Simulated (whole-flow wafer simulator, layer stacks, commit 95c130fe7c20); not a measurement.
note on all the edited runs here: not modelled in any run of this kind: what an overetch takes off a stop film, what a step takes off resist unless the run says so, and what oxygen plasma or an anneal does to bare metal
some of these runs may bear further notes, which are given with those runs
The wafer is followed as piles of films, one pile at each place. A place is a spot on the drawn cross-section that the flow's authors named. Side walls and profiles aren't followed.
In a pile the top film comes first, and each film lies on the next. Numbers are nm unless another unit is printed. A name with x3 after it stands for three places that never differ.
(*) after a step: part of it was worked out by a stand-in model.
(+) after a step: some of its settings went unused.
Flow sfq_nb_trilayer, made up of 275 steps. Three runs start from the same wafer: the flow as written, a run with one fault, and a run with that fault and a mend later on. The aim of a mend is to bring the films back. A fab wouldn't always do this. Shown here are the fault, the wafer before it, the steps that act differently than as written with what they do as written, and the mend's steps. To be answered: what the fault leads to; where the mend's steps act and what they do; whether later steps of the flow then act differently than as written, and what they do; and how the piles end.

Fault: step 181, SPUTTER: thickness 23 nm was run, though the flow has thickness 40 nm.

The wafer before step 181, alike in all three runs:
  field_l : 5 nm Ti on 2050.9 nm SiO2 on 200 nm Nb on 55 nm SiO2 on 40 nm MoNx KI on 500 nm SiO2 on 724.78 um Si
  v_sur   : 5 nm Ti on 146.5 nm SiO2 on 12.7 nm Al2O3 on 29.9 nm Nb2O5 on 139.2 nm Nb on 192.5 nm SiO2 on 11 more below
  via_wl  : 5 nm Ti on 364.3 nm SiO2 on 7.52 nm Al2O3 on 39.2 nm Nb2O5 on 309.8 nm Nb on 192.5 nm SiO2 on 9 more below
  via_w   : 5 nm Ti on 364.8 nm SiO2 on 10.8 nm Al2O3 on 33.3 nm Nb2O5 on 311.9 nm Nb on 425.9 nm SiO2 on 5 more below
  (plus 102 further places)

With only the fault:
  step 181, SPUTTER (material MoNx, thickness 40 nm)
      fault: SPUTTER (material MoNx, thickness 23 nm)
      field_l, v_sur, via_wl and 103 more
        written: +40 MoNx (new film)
        fault: +23 MoNx (new film)
  Later steps of the flow acting differently than as written (11 other steps are not shown; they differ only slightly, by no more than 2% or 0.5 nm, whichever is larger):
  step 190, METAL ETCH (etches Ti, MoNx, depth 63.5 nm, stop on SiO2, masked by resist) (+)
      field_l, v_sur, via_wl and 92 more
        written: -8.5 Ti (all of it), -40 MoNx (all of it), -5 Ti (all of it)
        fault: -8.5 Ti (all of it), -23 MoNx (all of it), -5 Ti (all of it)
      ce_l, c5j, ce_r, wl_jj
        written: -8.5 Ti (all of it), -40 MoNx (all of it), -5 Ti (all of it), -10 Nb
        fault: -8.5 Ti (all of it), -23 MoNx (all of it), -5 Ti (all of it), -27 Nb
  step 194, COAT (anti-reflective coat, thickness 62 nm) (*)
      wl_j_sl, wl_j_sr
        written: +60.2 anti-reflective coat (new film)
        fault: +57.4 anti-reflective coat (new film)
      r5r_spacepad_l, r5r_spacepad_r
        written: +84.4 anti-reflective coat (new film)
        fault: +77.1 anti-reflective coat (new film)
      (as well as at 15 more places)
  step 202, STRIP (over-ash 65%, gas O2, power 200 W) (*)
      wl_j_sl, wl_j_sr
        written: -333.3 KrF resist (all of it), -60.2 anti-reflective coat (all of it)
        fault: -333.4 KrF resist (all of it), -57.4 anti-reflective coat (all of it)
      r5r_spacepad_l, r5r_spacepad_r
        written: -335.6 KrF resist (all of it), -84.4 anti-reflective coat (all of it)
        fault: -335 KrF resist (all of it), -77.1 anti-reflective coat (all of it)
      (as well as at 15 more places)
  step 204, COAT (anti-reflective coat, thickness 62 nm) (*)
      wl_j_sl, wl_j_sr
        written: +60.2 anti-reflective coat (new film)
        fault: +57.4 anti-reflective coat (new film)
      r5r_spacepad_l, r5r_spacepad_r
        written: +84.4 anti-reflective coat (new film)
        fault: +77.1 anti-reflective coat (new film)
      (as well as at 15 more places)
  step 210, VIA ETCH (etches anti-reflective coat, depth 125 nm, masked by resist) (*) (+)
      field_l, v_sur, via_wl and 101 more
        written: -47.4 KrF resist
        fault: -48.5 KrF resist
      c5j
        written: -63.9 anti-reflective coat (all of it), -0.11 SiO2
        fault: -68.6 anti-reflective coat (all of it), -0.09 SiO2
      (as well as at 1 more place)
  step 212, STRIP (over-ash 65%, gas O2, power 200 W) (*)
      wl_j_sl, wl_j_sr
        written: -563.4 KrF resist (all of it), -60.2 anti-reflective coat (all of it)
        fault: -562.2 KrF resist (all of it), -57.4 anti-reflective coat (all of it)
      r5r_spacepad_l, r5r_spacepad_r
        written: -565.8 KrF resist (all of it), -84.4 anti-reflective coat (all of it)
        fault: -563.8 KrF resist (all of it), -77.1 anti-reflective coat (all of it)
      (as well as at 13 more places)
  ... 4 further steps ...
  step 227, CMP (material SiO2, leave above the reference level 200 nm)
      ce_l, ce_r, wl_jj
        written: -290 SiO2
        fault: -273 SiO2
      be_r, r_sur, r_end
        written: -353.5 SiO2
        fault: -336.5 SiO2
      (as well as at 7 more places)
  At ce_l, c5j, ce_r and 8 more, the piles at the end differ from the flow's by more than 2% or 0.5 nm, whichever is larger.
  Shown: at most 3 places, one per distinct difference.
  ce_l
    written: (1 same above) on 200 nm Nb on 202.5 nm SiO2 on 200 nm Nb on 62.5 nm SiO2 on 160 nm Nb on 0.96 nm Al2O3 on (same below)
    fault: (1 same above) on 200 nm Nb on 219.5 nm SiO2 on 200 nm Nb on 62.5 nm SiO2 on 143 nm Nb on 0.96 nm Al2O3 on (same below)
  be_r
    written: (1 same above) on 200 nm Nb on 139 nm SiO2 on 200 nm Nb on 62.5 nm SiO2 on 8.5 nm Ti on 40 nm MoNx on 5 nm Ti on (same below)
    fault: (1 same above) on 200 nm Nb on 156 nm SiO2 on 200 nm Nb on 62.5 nm SiO2 on 8.5 nm Ti on 23 nm MoNx on 5 nm Ti on (same below)
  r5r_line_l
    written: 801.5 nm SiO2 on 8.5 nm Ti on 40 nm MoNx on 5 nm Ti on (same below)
    fault: 818.5 nm SiO2 on 8.5 nm Ti on 23 nm MoNx on 5 nm Ti on (same below)

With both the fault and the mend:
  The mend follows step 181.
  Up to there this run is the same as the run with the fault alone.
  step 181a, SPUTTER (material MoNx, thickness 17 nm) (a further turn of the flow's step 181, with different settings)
      field_l, v_sur, via_wl and 103 more
        +17 MoNx
  Later steps of the flow that are run all act as written at every place that is followed.
  At every place that both follow, the piles at the end match the flow's.
